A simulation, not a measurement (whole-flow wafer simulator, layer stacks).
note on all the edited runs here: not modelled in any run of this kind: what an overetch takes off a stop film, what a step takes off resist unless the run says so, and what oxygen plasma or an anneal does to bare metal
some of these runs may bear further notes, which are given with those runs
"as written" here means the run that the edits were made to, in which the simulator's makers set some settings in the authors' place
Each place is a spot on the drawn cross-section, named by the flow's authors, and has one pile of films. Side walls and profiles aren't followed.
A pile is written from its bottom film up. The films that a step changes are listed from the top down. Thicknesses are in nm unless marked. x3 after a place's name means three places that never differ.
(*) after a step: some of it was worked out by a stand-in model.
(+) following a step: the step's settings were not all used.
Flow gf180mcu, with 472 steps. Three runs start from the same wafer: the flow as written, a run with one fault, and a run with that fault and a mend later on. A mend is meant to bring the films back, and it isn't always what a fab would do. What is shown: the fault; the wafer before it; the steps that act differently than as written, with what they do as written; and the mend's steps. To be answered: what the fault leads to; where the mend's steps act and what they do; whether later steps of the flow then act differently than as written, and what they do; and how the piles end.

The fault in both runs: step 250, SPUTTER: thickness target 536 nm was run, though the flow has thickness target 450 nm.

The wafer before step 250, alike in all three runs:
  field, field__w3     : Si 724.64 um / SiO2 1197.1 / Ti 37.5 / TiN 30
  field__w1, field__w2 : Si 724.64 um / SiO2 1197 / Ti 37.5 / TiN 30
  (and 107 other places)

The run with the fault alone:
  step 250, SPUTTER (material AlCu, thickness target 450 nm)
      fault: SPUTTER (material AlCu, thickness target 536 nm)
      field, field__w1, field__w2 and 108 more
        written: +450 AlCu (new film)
        fault: +536 AlCu (new film)
  Later steps of the flow acting differently than as written:
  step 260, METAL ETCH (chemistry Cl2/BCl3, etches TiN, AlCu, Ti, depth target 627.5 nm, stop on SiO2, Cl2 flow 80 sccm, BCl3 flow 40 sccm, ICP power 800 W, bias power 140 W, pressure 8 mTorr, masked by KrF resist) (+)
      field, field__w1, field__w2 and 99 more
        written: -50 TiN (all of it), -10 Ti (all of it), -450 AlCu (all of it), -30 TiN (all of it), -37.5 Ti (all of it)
        fault: -50 TiN (all of it), -10 Ti (all of it), -536 AlCu (all of it), -30 TiN (all of it), -1.5 Ti
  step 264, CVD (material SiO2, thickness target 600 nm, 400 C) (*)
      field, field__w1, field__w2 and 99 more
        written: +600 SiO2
        fault: +600 SiO2 (new film)
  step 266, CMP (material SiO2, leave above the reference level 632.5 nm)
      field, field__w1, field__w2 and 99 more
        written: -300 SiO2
        fault: -250 SiO2
  The piles end different from the flow's at field, field__w1, field__w2 and 109 more by more than 2% or 0.5 nm, whichever is larger.
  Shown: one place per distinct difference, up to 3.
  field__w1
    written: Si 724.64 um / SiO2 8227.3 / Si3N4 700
    fault: Si 724.64 um / SiO2 1197 / Ti 36 / SiO2 7080.2 / Si3N4 700
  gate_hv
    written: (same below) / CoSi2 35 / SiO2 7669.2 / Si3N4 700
    fault: (same below) / CoSi2 35 / SiO2 638.9 / Ti 36 / SiO2 7080.2 / Si3N4 700
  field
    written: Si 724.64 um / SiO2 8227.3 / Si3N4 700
    fault: Si 724.64 um / SiO2 1197.1 / Ti 36 / SiO2 7080.2 / Si3N4 700

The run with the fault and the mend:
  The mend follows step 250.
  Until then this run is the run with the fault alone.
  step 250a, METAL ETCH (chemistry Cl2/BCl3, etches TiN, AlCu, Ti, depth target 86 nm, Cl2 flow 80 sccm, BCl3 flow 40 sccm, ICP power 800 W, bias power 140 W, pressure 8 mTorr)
      field, field__w1, field__w2 and 108 more
        -86 AlCu
  Every later step of the flow that is run acts as written at every place that is followed.
  The piles end the same as the flow's at every place that both follow.
